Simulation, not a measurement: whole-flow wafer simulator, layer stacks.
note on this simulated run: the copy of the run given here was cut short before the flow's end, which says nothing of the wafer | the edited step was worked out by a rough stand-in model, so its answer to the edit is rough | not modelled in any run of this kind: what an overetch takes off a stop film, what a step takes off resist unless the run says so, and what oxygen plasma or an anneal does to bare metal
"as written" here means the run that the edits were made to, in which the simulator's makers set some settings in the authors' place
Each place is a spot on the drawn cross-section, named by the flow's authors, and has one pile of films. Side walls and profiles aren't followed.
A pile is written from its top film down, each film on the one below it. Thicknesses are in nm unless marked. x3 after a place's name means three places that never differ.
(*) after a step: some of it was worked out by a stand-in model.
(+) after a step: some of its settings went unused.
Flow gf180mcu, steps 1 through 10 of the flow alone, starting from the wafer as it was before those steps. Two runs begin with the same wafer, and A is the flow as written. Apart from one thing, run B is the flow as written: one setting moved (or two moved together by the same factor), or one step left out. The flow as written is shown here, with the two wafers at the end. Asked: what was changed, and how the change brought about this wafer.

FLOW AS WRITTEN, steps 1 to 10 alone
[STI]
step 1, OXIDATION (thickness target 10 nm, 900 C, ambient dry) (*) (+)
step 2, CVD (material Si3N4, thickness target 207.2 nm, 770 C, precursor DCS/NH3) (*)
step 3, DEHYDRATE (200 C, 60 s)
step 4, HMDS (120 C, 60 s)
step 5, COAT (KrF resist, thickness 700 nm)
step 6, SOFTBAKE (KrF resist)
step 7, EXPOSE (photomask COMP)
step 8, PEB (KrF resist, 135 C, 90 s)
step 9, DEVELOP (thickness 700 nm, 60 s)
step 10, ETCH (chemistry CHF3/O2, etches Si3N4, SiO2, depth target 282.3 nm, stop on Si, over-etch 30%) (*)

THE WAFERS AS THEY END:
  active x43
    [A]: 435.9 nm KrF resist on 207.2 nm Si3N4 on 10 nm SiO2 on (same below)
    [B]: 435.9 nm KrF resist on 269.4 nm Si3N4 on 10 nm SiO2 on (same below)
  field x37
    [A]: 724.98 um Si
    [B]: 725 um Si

Cause: step 2, CVD: 789 C was run, though the flow has 770 C.

How this came from the change, step by step:
  step 2, CVD (material Si3N4, thickness target 207.2 nm, 770 C, precursor DCS/NH3) (*)
      field x37, active x43: A +207.2 Si3N4 (new film) | B +269.4 Si3N4 (new film)
  step 10, ETCH (chemistry CHF3/O2, etches Si3N4, SiO2, depth target 282.3 nm, stop on Si, over-etch 30%) (*)
      field x37: A -207.2 Si3N4 (all of it), -10 SiO2 (all of it), -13 Si | B -269.4 Si3N4 (all of it), -10 SiO2 (all of it), -0.59 Si
